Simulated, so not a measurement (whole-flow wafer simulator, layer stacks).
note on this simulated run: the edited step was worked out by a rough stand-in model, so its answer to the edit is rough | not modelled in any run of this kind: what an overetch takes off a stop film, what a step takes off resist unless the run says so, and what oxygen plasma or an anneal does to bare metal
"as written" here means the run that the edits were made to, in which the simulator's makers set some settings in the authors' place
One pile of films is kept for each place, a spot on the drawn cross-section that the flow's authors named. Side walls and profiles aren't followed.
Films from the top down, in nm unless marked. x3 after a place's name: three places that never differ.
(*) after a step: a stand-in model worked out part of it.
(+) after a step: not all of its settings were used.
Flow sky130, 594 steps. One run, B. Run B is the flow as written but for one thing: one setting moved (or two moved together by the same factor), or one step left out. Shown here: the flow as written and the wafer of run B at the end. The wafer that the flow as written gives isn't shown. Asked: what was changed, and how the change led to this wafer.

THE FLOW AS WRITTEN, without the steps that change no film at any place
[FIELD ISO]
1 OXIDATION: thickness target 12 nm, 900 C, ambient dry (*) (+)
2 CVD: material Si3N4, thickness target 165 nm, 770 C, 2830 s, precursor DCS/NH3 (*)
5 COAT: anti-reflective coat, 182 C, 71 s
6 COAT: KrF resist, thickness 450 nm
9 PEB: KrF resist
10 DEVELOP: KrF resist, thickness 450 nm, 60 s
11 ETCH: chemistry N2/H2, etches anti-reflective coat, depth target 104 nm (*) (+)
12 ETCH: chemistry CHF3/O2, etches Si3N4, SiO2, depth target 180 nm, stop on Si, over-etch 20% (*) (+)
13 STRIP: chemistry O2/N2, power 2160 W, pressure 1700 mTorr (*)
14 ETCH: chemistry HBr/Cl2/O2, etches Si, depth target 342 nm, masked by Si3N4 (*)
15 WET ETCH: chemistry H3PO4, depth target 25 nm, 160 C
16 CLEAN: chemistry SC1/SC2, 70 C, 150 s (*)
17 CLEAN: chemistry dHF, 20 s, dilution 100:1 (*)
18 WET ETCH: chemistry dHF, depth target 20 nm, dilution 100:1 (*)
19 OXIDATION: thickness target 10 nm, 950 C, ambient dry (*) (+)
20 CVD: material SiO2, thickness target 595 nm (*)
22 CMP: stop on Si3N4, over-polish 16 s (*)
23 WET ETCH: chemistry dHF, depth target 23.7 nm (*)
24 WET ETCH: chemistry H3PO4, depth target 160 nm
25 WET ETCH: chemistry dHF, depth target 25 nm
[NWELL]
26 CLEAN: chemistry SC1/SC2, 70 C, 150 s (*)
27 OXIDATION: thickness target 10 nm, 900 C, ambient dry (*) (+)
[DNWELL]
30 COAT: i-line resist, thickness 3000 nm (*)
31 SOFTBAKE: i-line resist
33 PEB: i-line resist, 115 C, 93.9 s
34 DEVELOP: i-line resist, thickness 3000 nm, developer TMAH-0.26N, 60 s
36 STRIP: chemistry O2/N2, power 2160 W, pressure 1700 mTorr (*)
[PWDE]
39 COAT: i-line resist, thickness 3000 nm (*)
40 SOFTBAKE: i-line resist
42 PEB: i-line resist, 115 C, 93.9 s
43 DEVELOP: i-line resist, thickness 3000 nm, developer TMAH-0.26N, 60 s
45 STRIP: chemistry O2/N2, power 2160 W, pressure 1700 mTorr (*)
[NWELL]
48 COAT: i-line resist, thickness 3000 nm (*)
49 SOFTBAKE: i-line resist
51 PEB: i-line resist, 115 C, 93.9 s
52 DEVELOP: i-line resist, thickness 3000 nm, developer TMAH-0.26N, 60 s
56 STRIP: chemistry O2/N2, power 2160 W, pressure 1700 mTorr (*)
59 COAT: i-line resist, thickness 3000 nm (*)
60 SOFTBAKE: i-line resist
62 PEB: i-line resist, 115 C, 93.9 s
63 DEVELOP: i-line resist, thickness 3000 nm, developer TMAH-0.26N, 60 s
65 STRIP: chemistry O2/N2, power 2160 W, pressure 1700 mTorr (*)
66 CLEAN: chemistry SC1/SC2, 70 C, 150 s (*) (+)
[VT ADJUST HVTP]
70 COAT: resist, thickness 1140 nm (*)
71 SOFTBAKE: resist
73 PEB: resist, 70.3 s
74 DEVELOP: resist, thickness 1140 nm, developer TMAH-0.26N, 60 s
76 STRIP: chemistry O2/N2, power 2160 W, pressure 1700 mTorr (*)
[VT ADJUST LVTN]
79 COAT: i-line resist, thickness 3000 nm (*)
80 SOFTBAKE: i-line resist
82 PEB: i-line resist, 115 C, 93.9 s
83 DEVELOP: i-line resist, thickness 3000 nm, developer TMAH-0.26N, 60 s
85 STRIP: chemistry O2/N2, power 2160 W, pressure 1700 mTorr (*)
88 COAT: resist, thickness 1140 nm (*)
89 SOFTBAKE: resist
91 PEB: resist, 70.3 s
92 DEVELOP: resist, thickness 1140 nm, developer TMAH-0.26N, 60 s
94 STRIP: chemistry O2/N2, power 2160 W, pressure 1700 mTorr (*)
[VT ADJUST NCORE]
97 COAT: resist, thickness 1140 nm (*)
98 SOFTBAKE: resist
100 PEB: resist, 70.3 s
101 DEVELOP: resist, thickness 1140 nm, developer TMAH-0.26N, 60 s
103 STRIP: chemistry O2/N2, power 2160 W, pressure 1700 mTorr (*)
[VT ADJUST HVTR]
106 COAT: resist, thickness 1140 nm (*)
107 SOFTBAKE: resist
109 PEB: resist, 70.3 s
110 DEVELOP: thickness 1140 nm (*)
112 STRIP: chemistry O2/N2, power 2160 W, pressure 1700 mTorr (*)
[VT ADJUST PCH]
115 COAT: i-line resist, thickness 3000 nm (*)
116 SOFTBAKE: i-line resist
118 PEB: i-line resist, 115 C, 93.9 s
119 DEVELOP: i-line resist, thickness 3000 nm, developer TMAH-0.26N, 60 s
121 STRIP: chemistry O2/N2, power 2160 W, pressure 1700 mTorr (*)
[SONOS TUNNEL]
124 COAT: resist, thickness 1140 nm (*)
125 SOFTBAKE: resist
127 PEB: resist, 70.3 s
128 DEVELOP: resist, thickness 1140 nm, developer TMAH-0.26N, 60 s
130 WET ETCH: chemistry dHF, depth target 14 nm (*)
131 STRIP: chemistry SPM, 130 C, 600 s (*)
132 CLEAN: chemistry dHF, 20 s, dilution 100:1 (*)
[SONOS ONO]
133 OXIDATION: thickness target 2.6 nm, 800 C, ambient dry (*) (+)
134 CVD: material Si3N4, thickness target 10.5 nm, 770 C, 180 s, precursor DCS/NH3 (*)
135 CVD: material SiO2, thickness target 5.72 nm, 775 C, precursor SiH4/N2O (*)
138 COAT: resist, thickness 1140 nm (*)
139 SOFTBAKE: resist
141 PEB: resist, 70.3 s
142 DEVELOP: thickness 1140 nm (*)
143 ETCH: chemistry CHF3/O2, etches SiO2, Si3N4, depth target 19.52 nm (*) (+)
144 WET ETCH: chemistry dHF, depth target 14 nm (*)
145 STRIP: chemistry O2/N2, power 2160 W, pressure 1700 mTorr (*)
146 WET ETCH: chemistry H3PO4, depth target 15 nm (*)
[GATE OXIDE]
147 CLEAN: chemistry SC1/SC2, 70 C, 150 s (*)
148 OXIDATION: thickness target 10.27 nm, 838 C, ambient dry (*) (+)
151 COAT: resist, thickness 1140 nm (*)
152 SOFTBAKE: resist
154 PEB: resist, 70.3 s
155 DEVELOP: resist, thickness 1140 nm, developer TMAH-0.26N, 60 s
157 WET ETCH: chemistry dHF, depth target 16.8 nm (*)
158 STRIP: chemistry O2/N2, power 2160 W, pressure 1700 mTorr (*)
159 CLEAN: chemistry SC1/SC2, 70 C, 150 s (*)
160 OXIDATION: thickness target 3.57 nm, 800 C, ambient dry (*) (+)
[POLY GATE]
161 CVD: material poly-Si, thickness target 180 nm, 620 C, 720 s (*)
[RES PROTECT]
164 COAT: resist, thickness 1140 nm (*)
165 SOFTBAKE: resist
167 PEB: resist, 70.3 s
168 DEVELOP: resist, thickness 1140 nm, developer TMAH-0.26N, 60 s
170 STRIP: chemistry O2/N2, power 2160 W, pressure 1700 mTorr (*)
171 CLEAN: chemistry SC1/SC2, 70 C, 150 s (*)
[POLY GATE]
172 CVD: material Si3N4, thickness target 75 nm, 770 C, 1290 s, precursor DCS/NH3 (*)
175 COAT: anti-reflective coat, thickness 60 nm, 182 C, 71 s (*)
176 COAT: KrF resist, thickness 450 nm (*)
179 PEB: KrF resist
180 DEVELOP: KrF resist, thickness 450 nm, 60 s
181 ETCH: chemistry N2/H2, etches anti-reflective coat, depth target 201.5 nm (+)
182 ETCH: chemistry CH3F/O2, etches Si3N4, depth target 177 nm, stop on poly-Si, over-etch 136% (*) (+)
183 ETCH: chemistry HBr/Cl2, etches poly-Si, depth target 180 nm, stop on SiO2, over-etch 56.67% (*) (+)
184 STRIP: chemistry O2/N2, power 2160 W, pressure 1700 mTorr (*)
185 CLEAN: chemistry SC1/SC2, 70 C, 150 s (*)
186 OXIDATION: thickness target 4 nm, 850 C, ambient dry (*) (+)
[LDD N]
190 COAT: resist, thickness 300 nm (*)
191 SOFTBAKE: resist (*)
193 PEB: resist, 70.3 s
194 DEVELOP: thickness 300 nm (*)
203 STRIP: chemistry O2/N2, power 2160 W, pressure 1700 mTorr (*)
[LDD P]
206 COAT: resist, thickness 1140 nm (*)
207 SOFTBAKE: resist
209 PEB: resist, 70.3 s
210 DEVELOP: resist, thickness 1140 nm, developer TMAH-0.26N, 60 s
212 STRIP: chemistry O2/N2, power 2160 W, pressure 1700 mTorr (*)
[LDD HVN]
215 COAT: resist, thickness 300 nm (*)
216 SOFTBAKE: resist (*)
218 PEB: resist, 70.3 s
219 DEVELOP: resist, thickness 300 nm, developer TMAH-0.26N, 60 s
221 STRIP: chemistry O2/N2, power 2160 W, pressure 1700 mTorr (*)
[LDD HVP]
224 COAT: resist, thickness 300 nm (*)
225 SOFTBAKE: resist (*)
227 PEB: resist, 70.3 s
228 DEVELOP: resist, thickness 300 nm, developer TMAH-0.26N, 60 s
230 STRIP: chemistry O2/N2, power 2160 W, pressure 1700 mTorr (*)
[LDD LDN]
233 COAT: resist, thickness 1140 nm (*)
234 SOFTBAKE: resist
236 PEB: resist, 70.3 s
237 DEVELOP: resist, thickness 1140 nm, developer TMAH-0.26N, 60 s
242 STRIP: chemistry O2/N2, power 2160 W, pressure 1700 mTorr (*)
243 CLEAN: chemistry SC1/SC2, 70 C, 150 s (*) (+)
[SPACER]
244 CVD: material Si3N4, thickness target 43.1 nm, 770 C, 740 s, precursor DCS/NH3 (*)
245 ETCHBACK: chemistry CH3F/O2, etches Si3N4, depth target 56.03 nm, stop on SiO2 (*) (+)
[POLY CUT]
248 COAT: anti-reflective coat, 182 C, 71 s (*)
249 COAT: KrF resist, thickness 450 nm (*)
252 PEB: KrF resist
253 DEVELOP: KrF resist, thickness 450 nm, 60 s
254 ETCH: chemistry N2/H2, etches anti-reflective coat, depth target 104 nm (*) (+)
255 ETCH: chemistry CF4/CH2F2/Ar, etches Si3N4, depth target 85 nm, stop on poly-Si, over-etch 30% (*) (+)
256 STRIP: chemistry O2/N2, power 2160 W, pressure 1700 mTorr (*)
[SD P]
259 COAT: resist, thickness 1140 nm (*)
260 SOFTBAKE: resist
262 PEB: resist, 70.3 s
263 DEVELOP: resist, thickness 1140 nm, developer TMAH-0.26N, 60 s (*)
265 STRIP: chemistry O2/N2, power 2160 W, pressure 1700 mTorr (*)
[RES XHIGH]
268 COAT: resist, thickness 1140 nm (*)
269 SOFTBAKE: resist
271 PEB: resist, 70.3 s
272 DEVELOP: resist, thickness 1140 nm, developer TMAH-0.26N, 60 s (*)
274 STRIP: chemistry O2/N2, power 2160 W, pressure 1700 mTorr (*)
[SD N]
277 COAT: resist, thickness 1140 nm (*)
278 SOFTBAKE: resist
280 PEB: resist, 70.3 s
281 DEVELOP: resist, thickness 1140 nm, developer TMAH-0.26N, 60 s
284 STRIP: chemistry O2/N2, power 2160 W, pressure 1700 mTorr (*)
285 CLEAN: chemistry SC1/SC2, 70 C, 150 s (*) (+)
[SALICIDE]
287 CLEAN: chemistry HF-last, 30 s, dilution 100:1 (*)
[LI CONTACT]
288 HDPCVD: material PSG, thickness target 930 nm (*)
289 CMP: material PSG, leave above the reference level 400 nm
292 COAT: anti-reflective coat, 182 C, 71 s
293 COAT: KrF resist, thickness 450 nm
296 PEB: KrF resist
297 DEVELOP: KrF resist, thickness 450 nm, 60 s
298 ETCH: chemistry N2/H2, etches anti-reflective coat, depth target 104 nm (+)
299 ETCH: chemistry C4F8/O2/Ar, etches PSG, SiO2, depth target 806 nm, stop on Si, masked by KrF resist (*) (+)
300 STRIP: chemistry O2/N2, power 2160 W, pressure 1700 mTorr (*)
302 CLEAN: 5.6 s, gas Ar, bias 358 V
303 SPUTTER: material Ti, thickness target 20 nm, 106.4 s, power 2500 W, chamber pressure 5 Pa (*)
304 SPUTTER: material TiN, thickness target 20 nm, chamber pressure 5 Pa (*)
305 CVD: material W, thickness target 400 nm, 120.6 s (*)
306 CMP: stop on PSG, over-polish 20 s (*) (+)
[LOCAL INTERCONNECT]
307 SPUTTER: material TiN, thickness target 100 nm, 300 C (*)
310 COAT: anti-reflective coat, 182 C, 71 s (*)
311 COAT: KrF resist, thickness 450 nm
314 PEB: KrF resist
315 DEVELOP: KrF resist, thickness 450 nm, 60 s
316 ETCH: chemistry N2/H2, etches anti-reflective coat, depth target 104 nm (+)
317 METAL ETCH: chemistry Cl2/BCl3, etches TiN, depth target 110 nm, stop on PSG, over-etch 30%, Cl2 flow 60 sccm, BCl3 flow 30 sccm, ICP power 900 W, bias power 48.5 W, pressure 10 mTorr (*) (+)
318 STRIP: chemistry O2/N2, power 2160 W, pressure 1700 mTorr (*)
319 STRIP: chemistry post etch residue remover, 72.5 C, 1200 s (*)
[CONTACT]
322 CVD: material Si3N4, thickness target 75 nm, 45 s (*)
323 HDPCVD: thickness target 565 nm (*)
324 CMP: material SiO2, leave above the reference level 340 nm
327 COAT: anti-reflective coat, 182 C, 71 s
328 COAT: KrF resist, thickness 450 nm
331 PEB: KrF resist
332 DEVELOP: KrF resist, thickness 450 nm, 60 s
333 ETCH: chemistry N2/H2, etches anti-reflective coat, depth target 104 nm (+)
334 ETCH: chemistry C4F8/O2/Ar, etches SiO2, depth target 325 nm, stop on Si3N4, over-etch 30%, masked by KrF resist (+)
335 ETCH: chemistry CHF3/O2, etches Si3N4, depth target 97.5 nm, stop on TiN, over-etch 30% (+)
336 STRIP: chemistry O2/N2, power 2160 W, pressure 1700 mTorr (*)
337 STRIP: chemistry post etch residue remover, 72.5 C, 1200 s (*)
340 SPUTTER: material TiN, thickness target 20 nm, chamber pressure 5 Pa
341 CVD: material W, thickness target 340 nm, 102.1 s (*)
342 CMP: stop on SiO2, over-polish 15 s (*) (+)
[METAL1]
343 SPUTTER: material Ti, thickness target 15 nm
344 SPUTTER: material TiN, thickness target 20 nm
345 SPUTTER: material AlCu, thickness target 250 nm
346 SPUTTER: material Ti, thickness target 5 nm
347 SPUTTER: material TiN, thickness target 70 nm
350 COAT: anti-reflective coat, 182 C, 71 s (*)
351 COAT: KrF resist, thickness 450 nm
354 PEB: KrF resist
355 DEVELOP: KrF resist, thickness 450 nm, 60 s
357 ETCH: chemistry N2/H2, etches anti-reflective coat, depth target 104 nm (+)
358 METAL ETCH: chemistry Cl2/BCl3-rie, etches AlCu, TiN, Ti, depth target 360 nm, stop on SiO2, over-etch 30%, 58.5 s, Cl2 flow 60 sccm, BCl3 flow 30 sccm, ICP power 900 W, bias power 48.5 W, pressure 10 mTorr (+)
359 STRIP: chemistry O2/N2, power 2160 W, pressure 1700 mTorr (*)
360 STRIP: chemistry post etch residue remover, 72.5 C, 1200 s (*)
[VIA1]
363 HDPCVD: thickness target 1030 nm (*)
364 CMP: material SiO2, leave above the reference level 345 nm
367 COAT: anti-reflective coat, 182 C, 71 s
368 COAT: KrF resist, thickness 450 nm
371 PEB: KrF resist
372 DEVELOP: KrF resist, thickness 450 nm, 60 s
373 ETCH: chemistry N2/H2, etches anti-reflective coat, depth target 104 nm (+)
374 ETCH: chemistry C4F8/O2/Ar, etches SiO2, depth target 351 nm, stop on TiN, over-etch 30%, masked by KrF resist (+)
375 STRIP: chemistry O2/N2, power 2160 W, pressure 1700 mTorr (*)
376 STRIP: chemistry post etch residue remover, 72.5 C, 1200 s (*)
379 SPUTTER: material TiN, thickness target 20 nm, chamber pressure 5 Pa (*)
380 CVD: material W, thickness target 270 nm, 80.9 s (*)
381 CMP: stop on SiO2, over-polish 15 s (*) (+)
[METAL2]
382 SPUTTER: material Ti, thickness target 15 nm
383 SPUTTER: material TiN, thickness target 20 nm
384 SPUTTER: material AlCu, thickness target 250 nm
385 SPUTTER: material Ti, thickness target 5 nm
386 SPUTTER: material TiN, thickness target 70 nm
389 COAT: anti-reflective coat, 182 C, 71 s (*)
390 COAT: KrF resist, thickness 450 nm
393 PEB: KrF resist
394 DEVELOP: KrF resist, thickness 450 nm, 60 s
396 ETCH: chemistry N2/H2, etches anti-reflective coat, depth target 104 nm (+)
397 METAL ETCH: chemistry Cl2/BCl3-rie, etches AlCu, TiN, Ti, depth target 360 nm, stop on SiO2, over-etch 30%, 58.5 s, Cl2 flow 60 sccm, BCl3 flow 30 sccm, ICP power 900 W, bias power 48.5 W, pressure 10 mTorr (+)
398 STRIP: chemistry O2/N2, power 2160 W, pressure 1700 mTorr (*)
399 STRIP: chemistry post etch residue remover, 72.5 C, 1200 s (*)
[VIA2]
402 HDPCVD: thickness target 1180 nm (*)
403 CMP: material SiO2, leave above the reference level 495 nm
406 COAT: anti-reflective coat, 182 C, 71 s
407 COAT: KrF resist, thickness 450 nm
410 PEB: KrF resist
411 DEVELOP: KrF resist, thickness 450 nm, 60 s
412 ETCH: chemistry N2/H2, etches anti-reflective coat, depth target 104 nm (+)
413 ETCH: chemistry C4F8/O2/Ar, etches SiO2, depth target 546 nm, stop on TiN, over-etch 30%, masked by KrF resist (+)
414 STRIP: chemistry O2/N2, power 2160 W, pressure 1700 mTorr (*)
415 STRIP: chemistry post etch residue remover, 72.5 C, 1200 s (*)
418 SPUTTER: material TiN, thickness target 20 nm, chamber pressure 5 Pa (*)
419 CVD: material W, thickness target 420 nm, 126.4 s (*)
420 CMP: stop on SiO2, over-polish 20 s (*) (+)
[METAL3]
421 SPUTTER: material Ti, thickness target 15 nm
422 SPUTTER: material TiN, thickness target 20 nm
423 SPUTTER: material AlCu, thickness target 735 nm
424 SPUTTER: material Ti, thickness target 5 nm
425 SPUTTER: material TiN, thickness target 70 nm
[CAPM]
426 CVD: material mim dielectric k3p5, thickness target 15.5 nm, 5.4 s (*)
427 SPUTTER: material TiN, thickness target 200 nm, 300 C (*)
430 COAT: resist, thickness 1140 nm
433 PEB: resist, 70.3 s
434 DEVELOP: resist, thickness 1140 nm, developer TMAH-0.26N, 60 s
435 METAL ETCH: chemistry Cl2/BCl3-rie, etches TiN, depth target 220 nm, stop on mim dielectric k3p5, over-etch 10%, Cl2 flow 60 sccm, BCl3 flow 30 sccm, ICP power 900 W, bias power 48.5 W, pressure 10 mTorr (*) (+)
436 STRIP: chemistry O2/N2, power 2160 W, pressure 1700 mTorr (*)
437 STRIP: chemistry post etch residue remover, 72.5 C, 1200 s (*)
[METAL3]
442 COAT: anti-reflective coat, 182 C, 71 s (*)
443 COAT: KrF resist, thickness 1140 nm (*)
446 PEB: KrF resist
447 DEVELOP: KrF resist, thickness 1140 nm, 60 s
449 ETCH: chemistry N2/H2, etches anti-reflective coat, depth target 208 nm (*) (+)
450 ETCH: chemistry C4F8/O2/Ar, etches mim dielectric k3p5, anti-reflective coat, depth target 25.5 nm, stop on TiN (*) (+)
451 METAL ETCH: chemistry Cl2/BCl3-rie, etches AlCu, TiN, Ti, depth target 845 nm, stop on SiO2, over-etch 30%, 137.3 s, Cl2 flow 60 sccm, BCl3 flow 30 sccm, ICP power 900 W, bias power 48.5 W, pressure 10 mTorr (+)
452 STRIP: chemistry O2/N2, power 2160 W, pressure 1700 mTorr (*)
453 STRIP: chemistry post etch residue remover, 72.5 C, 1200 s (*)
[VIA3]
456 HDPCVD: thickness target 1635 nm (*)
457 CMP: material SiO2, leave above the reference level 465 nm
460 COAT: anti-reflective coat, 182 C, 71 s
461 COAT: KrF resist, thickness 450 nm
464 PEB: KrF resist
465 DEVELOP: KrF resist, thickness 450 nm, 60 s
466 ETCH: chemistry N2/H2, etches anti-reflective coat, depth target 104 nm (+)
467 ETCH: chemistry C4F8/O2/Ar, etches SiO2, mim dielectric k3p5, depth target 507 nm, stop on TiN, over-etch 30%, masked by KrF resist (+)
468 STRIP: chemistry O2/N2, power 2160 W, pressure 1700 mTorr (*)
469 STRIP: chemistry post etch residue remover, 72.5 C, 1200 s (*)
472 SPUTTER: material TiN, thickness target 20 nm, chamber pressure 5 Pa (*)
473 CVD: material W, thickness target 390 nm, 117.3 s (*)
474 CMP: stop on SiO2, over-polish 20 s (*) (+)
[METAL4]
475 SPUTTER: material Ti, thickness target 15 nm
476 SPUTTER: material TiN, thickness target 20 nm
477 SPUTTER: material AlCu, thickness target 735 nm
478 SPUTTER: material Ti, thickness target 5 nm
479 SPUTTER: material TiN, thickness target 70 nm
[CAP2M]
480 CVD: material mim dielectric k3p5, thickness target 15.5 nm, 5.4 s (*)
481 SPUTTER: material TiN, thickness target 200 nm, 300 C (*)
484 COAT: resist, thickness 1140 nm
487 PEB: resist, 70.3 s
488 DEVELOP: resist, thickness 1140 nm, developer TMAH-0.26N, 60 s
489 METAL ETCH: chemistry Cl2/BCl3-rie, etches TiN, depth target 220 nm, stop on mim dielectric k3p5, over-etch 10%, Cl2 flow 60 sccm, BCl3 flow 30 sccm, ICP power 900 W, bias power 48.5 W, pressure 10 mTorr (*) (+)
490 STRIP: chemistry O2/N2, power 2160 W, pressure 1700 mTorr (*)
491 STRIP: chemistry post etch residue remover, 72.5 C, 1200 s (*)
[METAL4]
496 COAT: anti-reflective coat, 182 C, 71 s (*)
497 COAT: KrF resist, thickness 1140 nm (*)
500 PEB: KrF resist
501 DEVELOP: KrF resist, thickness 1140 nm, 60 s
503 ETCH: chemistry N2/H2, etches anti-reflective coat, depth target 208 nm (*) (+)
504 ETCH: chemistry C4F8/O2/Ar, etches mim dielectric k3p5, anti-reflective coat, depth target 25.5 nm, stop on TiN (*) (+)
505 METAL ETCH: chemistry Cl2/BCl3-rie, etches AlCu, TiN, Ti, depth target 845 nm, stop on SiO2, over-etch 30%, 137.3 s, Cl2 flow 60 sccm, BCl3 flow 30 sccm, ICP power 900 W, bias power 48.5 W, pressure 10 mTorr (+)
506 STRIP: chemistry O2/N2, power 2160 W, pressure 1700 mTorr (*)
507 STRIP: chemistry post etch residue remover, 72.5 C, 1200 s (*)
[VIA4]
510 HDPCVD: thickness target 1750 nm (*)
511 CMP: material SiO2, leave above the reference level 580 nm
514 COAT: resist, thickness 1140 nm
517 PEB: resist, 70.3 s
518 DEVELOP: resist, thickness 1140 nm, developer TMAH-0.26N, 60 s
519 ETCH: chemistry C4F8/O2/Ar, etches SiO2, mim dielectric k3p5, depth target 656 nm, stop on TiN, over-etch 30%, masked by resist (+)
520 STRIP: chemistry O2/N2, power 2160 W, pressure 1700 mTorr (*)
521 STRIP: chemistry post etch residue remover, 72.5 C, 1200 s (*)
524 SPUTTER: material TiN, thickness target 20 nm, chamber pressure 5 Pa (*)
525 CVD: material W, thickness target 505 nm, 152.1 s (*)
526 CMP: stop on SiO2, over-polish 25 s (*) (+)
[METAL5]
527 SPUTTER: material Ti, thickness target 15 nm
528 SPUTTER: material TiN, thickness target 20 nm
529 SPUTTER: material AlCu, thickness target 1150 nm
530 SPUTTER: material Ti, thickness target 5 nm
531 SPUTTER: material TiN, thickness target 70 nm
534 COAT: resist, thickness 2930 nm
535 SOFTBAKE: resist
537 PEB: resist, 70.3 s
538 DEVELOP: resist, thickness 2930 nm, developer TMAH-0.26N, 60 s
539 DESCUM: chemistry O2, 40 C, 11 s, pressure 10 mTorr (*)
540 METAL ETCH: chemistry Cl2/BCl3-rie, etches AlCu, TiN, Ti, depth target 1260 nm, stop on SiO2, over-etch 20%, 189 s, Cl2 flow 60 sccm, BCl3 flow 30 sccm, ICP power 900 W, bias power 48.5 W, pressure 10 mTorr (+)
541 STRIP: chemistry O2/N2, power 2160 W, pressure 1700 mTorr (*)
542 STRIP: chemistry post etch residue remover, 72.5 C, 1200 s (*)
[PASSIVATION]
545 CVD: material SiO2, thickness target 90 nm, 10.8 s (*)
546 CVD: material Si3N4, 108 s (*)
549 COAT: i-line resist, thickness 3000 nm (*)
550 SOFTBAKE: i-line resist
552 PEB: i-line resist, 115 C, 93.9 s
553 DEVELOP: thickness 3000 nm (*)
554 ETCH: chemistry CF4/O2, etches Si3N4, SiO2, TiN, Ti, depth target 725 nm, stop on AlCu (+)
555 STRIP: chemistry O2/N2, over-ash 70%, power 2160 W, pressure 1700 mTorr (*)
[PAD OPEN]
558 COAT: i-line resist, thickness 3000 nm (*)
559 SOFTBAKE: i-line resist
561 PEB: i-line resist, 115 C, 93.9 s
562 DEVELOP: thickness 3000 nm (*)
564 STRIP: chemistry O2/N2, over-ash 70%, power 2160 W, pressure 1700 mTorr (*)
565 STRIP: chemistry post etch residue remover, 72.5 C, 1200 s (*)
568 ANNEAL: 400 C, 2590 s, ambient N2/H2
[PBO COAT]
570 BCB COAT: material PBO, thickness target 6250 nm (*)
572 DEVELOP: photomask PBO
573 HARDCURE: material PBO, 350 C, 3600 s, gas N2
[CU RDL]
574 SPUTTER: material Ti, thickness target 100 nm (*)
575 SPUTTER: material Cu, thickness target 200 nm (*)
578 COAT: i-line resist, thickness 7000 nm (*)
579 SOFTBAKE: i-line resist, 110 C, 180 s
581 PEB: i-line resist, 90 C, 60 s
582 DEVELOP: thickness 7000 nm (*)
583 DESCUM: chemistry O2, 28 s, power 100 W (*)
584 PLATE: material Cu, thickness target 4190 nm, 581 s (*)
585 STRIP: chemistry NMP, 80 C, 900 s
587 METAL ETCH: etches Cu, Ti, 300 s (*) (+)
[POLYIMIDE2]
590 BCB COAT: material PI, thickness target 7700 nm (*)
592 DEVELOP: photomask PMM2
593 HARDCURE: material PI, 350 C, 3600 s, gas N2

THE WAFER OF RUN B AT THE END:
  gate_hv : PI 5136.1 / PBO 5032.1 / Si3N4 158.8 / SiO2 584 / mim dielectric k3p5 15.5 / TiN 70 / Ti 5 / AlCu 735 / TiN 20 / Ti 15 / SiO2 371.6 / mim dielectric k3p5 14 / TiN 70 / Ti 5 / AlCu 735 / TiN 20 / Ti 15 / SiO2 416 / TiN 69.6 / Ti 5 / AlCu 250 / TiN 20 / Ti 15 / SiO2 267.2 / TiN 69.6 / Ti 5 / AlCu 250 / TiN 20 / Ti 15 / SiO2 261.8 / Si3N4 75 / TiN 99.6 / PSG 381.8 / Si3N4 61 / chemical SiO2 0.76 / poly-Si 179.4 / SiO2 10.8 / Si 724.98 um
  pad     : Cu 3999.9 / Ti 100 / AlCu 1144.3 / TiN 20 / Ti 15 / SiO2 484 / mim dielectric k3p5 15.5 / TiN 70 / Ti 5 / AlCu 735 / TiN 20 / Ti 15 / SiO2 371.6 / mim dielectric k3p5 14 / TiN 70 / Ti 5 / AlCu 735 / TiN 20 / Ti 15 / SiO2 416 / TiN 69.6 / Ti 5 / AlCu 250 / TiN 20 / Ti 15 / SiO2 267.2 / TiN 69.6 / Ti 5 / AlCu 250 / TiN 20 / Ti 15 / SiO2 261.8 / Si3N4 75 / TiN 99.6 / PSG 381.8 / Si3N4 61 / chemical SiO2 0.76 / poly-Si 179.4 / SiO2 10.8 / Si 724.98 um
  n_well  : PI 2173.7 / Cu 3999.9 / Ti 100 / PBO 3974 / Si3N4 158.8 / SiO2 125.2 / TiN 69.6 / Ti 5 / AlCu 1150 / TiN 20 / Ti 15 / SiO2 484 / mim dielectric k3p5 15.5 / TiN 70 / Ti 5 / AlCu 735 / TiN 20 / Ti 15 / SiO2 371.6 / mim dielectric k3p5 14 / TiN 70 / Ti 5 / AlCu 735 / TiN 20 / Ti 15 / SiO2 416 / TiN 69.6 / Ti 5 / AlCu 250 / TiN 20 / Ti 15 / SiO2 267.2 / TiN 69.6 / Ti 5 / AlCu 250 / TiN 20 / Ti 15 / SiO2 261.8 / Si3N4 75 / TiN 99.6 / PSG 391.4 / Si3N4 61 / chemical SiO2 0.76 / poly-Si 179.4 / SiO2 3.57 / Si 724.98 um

The cause: step 426, CVD: thickness target 14 nm was run, where the flow has thickness target 15.5 nm; step 426, CVD: 4.86 s was run, where the flow has 5.4 s.
It can be read off the wafer: gate_hv has mim dielectric k3p5 14, and step 426 as written asks for 15.5 nm.

How the change led to this, step by step:
  426 CVD: material mim dielectric k3p5, thickness target 15.5 nm, 5.4 s (*)
      field, active, n_well and 188 more: mim dielectric k3p5 +14 (new film) (as written it would be: mim dielectric k3p5 +15.5 (new film))
  450 ETCH: chemistry C4F8/O2/Ar, etches mim dielectric k3p5, anti-reflective coat, depth target 25.5 nm, stop on TiN (*) (+)
      n_well, p_well, gate_hv and 104 more: KrF resist -14 (as written it would be: KrF resist -15.5)
      field, active, gate and 82 more: mim dielectric k3p5 -14 (all of it) (as written it would be: mim dielectric k3p5 -15.5 (all of it))
  467 ETCH: chemistry C4F8/O2/Ar, etches SiO2, mim dielectric k3p5, depth target 507 nm, stop on TiN, over-etch 30%, masked by KrF resist (+)
      m1: SiO2 -376 (all of it), mim dielectric k3p5 -14 (all of it) (as written it would be: SiO2 -374.5 (all of it), mim dielectric k3p5 -15.5 (all of it))
      via3_hole: SiO2 -375.4 (all of it), mim dielectric k3p5 -14 (all of it) (as written it would be: SiO2 -373.9 (all of it), mim dielectric k3p5 -15.5 (all of it))
